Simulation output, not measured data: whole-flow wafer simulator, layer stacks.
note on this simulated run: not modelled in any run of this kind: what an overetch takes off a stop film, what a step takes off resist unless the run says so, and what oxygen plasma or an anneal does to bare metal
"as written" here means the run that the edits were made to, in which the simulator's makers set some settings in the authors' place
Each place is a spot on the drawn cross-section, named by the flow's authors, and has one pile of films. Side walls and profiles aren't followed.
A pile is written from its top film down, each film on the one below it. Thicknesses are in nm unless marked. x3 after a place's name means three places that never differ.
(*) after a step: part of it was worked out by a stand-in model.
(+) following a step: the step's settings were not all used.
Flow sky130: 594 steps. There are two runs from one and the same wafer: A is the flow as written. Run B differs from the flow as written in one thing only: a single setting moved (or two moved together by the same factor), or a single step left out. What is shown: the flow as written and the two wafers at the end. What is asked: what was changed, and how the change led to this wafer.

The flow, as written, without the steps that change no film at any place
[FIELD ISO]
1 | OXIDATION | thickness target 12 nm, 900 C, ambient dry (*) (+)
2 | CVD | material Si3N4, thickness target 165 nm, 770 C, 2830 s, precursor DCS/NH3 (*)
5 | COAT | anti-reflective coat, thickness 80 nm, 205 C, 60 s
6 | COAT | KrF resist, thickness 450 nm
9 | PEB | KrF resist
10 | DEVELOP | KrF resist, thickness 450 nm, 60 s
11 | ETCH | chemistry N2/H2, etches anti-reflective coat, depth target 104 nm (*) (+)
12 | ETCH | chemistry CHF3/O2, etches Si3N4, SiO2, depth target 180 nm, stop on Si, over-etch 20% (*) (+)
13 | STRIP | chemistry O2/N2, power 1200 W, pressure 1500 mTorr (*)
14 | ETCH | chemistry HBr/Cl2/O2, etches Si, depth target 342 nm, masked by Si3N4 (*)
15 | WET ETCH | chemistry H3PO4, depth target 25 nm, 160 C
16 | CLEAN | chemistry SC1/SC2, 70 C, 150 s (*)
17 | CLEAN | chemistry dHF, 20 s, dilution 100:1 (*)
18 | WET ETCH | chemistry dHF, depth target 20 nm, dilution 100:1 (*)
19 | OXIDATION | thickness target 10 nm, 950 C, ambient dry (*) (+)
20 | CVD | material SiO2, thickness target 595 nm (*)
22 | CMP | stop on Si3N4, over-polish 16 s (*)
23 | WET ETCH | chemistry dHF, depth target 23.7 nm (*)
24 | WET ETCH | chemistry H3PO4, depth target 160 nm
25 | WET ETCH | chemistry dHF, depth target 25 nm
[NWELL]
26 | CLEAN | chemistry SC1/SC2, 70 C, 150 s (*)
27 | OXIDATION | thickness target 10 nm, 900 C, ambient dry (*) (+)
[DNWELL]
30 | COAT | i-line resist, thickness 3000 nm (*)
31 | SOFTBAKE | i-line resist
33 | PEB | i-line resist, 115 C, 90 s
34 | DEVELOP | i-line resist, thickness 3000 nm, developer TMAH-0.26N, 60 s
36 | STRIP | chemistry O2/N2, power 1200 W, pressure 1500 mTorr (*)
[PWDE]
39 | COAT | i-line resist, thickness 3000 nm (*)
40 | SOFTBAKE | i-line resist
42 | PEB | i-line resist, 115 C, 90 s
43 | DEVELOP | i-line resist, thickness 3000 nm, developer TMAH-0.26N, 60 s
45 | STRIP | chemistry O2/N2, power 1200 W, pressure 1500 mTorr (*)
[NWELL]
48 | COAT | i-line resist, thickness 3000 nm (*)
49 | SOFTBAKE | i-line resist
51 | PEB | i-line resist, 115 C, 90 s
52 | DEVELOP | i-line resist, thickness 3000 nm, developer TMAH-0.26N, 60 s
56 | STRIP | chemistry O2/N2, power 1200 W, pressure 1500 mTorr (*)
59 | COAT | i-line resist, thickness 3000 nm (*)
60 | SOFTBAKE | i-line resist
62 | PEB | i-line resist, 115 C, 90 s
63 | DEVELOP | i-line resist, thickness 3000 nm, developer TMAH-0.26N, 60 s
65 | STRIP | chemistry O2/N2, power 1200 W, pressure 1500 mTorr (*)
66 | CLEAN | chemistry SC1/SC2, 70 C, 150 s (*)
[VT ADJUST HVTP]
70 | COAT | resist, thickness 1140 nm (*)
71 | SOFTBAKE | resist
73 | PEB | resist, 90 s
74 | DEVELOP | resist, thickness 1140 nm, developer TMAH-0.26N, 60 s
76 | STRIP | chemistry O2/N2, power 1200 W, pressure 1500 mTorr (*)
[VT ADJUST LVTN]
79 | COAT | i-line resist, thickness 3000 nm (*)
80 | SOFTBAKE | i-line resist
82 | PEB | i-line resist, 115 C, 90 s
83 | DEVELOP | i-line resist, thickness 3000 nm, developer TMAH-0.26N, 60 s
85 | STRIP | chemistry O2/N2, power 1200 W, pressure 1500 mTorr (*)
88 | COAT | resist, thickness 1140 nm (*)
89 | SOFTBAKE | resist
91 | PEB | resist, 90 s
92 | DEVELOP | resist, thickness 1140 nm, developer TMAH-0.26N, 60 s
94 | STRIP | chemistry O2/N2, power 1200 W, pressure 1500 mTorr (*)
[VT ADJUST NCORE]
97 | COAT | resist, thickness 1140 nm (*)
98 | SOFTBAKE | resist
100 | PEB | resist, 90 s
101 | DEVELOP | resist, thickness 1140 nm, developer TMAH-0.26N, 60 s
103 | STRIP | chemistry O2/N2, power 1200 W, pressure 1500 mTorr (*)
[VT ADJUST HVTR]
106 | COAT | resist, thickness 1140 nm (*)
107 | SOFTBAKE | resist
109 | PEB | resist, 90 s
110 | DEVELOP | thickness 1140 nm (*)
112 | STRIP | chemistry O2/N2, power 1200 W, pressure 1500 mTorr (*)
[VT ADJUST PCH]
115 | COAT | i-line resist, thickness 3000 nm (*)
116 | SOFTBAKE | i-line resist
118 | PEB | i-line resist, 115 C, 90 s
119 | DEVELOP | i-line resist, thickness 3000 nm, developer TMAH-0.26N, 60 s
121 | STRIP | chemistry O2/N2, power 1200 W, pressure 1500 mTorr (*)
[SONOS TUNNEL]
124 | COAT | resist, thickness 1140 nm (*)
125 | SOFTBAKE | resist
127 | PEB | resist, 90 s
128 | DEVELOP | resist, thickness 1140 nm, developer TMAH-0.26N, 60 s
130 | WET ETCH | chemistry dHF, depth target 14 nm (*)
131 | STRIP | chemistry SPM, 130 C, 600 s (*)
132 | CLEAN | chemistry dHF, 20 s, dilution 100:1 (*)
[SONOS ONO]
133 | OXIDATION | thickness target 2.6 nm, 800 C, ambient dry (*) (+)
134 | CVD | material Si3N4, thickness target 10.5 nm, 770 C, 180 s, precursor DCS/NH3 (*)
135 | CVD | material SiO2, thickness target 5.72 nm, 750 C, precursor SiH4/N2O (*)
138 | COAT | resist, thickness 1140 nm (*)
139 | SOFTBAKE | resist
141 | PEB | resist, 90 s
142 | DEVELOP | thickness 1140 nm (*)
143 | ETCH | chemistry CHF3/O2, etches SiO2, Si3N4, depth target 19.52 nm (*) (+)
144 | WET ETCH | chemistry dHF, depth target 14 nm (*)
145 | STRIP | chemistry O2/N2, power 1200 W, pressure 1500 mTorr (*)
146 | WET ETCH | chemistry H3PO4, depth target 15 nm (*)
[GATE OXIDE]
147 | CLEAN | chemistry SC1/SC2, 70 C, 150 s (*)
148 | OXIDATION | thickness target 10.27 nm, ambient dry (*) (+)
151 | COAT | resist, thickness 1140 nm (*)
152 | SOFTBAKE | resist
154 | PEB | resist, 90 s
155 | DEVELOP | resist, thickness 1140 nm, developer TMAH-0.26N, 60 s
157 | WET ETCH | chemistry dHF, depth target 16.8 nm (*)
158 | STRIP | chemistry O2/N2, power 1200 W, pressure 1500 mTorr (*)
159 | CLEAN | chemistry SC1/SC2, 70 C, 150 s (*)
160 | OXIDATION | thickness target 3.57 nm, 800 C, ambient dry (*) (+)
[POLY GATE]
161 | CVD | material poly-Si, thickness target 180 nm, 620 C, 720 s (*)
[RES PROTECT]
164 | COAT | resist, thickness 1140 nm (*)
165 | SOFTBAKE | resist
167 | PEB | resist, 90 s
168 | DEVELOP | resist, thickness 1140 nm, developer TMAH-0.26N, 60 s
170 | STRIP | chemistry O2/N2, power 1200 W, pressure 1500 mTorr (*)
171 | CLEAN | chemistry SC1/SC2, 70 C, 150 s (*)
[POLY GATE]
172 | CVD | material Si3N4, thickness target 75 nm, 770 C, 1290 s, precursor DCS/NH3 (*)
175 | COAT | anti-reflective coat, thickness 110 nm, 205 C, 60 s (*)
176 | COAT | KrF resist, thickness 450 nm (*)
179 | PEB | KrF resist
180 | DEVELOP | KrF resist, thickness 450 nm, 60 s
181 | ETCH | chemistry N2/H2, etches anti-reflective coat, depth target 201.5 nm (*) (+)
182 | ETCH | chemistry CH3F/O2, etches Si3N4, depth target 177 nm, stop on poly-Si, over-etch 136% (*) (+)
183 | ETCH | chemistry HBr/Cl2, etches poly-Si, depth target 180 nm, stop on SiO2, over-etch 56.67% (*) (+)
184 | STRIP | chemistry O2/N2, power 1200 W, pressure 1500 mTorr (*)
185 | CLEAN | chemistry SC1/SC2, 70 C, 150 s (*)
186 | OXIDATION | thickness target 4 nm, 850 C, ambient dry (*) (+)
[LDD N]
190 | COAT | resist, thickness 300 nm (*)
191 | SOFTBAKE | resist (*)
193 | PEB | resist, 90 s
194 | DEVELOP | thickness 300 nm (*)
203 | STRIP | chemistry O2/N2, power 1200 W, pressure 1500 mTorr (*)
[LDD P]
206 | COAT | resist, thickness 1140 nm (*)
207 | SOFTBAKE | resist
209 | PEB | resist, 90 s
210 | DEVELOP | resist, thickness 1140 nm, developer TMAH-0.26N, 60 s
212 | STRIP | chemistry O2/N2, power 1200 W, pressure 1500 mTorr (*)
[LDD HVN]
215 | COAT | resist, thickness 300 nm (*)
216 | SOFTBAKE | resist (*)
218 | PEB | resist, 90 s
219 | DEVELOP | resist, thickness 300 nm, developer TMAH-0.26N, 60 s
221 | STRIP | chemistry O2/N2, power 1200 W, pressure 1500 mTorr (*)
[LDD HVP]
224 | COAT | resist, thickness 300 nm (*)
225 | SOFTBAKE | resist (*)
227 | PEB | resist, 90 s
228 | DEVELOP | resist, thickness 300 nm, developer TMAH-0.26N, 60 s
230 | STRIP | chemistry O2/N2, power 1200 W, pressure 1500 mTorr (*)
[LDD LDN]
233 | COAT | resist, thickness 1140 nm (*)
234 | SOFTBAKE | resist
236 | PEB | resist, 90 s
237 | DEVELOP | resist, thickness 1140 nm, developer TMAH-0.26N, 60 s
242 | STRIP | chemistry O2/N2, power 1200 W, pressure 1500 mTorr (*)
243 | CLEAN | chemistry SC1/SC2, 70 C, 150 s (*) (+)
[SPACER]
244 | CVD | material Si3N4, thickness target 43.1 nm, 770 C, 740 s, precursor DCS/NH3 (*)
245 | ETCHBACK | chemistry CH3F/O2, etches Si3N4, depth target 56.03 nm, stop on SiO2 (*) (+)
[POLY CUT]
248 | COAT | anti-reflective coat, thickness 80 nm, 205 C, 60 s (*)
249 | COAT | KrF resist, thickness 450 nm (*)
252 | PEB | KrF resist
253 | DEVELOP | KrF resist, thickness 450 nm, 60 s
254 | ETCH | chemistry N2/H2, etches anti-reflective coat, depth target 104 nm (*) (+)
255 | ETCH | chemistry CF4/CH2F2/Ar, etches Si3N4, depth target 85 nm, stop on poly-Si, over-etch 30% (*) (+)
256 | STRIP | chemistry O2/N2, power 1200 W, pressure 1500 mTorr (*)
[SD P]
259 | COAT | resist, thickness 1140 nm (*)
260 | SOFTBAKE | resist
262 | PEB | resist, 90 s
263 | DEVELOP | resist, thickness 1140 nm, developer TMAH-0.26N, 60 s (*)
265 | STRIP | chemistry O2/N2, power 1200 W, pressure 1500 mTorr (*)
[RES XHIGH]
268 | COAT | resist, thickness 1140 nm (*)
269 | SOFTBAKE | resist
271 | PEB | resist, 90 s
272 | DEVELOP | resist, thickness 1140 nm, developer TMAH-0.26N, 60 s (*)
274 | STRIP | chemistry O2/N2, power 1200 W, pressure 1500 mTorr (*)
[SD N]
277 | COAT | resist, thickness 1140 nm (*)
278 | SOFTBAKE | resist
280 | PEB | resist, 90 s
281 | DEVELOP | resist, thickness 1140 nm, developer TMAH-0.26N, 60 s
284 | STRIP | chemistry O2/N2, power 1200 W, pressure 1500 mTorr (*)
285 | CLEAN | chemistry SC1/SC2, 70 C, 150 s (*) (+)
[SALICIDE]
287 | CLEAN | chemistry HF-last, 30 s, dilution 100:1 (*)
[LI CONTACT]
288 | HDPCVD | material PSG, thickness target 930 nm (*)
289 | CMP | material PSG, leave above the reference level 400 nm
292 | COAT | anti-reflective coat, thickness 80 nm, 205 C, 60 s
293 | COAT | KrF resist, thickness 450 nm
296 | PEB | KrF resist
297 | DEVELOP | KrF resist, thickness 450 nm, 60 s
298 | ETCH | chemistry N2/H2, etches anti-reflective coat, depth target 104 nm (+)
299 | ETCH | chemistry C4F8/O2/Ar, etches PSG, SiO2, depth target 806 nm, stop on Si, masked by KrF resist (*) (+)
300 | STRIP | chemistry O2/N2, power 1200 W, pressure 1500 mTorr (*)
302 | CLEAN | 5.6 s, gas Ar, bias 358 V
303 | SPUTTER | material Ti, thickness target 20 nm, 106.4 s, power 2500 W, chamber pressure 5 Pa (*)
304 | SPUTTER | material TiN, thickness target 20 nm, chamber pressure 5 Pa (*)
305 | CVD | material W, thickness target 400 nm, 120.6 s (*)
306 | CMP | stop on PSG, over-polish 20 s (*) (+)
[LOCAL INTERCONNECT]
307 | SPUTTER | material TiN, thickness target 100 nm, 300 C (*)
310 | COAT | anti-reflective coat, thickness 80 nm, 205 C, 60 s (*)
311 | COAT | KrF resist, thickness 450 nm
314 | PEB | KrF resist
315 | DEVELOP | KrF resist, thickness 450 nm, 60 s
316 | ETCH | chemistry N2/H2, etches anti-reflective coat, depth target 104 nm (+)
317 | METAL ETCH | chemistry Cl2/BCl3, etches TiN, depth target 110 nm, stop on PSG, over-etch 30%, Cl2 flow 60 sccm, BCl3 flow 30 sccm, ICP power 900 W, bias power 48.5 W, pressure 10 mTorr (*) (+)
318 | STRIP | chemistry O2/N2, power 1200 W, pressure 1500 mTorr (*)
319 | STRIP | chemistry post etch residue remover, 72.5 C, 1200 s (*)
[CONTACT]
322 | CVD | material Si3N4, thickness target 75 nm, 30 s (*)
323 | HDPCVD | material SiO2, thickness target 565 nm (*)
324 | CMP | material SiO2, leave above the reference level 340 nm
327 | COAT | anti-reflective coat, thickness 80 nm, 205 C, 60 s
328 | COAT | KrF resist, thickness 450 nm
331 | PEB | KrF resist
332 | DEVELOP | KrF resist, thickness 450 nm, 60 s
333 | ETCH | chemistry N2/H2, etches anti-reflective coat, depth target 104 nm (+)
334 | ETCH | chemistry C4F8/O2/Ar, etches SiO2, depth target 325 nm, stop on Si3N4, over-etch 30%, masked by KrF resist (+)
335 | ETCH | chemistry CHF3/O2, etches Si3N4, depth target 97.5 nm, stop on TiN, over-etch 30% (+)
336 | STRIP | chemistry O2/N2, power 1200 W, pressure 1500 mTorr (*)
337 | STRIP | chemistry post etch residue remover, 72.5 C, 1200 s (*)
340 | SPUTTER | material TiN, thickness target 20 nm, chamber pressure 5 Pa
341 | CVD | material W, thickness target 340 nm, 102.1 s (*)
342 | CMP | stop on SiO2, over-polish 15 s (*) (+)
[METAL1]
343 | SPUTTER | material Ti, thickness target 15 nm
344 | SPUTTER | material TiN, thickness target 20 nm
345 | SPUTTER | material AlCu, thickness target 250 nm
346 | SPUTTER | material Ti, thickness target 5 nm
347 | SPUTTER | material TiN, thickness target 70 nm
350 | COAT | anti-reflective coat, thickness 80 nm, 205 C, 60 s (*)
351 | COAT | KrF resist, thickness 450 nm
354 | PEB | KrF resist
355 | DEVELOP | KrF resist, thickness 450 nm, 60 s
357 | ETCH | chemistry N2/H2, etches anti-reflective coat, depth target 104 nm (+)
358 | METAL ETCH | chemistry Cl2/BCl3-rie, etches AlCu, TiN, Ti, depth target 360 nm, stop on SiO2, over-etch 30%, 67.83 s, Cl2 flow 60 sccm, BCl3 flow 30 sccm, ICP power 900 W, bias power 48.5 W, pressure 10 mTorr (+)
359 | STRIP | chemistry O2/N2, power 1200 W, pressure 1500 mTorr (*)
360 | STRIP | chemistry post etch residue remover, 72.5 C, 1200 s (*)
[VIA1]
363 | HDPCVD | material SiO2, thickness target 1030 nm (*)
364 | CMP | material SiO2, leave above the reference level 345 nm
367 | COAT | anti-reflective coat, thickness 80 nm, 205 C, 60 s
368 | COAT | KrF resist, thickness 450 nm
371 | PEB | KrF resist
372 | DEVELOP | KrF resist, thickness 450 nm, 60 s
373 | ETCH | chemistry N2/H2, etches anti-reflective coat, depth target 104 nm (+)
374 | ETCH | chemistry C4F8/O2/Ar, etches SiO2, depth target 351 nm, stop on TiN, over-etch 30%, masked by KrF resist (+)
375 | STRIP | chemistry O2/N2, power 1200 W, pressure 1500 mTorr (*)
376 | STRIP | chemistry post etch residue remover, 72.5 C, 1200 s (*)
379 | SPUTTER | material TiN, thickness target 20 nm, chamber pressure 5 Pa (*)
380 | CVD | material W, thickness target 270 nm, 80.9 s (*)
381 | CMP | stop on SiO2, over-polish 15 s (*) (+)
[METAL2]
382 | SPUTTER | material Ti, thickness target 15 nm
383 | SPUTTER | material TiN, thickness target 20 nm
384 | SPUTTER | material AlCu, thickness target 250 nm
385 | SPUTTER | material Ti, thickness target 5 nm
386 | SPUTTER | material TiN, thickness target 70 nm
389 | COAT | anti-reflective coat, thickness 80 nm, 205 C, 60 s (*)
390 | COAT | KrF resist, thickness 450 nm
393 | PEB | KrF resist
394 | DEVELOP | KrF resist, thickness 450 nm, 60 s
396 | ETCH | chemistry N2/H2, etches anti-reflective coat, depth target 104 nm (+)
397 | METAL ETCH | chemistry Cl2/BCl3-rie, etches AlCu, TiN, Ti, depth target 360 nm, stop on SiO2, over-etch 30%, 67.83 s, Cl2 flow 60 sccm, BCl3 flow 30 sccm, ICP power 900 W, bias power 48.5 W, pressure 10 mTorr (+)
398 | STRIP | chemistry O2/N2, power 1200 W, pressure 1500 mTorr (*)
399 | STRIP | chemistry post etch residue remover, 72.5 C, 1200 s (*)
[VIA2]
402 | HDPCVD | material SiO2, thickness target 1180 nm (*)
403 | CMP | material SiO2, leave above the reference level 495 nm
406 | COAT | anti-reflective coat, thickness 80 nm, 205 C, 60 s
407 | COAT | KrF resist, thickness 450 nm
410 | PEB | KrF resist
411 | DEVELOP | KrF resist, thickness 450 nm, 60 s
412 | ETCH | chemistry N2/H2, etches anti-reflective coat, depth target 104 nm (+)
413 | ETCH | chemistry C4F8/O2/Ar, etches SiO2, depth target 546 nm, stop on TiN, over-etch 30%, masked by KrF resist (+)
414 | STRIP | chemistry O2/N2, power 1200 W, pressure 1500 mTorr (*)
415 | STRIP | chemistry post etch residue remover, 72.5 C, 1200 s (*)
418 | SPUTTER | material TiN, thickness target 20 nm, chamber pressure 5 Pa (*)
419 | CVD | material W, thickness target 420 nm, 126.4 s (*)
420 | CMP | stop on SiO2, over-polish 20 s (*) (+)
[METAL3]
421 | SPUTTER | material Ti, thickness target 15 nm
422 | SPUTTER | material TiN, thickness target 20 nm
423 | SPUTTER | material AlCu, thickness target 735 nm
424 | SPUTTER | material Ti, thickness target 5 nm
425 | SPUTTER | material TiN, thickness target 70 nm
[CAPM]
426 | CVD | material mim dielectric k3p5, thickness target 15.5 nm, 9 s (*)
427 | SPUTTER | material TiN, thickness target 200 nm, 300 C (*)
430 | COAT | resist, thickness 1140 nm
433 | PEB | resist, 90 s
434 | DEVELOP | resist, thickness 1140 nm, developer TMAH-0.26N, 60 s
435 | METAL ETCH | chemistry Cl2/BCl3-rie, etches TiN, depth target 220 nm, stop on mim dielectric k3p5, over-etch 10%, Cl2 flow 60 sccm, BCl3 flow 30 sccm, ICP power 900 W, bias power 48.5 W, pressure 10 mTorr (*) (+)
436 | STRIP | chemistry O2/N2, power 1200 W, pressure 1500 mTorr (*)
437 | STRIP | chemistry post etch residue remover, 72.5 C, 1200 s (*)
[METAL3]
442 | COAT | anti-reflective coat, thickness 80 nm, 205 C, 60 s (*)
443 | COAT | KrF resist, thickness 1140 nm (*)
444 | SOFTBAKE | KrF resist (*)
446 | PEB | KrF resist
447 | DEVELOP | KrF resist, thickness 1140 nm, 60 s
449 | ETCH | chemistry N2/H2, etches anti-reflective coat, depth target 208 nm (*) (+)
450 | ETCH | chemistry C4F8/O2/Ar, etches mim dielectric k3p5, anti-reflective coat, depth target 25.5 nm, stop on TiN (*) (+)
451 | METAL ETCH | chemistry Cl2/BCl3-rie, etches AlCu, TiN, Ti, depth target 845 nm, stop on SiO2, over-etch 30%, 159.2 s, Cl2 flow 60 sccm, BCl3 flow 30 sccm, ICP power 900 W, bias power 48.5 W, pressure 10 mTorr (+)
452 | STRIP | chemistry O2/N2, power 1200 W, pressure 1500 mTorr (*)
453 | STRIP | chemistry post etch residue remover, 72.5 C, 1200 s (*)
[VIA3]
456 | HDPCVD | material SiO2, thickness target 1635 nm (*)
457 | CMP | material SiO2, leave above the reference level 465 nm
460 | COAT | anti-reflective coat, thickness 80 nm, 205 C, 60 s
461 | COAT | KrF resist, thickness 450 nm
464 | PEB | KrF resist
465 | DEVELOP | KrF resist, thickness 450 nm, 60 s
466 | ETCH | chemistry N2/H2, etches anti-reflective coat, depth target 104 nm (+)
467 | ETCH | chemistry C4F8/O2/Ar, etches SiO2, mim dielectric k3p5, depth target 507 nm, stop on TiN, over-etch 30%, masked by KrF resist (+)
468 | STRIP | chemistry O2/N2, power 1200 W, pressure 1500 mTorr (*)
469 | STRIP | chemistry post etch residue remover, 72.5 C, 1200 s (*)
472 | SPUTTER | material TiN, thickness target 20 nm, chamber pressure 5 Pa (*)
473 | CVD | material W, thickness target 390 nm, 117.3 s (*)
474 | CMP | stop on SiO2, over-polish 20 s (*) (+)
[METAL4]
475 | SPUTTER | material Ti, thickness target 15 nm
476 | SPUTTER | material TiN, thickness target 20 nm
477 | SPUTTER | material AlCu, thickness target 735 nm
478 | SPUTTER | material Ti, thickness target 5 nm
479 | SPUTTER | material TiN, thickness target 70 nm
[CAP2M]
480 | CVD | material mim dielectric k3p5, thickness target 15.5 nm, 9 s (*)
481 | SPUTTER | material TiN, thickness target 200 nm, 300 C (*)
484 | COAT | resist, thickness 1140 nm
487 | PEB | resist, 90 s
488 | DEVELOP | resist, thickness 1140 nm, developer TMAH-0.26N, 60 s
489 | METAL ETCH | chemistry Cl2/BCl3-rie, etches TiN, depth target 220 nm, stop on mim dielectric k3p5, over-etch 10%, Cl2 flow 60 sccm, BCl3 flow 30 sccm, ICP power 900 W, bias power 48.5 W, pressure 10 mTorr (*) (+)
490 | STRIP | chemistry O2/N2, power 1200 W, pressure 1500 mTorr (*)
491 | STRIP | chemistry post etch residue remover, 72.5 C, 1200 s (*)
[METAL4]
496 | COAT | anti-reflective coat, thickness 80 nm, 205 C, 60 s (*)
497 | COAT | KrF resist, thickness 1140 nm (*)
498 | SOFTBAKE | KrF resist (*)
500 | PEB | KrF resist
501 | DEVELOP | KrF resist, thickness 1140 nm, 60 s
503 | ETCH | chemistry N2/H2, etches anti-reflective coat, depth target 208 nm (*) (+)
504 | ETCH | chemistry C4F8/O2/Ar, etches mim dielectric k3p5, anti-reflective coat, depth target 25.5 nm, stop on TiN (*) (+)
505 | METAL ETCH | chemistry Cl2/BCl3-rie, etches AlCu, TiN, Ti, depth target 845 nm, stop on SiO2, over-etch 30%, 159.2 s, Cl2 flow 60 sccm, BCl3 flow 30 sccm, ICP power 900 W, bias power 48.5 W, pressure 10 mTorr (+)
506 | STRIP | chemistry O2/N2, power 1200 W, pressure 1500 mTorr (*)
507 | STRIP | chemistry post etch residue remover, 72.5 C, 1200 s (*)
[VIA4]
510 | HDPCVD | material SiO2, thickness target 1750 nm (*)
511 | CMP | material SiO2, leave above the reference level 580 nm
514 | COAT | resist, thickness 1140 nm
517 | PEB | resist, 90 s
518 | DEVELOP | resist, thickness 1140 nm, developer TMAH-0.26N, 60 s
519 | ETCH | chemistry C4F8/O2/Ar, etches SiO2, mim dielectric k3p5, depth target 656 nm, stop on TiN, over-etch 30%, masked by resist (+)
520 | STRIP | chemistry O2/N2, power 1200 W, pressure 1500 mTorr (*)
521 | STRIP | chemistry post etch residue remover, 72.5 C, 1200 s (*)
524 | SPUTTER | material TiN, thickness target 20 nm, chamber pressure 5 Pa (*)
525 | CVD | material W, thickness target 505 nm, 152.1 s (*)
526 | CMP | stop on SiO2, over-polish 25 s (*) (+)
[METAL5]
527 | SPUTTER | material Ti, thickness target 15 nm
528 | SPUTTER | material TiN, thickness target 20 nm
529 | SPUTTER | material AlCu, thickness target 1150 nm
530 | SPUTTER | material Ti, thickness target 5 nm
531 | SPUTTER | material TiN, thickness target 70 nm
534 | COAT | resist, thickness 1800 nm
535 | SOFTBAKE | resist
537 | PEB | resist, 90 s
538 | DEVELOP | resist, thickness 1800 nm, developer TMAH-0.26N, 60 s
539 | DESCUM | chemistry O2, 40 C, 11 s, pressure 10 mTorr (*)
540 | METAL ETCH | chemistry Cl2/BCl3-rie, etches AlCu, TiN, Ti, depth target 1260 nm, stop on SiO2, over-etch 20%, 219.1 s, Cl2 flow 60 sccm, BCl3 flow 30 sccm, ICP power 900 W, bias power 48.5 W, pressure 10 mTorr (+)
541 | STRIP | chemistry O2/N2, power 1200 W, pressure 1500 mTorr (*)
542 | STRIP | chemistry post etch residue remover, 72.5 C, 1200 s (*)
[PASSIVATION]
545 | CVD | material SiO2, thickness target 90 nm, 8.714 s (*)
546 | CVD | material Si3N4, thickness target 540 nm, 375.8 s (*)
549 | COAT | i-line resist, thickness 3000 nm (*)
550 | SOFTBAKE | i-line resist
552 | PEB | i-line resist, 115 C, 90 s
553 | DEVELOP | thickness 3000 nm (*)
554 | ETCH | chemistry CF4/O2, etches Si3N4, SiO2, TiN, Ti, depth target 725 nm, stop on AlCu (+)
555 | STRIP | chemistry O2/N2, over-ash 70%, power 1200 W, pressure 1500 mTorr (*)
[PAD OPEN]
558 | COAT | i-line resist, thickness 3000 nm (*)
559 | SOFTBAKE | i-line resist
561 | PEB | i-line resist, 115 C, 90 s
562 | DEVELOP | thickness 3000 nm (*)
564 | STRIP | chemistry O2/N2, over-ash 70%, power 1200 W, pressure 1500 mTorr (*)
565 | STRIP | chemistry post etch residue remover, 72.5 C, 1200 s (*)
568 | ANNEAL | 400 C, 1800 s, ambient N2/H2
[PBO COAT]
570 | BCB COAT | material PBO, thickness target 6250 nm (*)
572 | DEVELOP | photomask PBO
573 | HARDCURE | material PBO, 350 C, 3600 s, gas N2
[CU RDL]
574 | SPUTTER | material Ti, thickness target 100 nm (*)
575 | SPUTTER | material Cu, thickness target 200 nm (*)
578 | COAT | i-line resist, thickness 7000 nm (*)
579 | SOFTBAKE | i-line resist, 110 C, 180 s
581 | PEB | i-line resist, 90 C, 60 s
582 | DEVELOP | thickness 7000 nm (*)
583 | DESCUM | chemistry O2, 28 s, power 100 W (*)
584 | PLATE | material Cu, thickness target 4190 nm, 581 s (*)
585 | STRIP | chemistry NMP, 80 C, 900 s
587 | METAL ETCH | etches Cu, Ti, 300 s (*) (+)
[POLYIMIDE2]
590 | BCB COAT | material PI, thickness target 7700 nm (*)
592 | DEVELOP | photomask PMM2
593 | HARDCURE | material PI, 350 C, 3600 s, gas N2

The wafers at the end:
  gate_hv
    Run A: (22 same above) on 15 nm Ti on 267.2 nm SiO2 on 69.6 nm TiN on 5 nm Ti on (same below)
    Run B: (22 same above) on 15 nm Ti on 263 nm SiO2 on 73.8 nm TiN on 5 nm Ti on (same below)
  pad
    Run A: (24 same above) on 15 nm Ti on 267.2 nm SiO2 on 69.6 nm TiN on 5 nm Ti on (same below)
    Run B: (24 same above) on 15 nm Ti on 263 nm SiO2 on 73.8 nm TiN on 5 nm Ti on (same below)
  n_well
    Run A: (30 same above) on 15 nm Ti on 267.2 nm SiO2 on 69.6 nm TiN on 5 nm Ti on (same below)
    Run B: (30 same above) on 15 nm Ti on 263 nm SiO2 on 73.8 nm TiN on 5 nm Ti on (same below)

Cause: step 347, SPUTTER: thickness target 74.2 nm was run, while the flow as written has thickness target 70 nm.

Step by step, how the change led to this:
  347 | SPUTTER | material TiN, thickness target 70 nm
      field, active, n_well and 188 more: A +70 TiN (new film) | B +74.2 TiN (new film)
  358 | METAL ETCH | chemistry Cl2/BCl3-rie, etches AlCu, TiN, Ti, depth target 360 nm, stop on SiO2, over-etch 30%, 67.83 s, Cl2 flow 60 sccm, BCl3 flow 30 sccm, ICP power 900 W, bias power 48.5 W, pressure 10 mTorr (+)
      field, active, gate and 81 more: A -68.7 TiN (all of it), -5 Ti (all of it), -250 AlCu (all of it), -20 TiN (all of it), -15 Ti (all of it), -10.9 SiO2 | B -72.9 TiN (all of it), -5 Ti (all of it), -250 AlCu (all of it), -20 TiN (all of it), -15 Ti (all of it), -10.5 SiO2
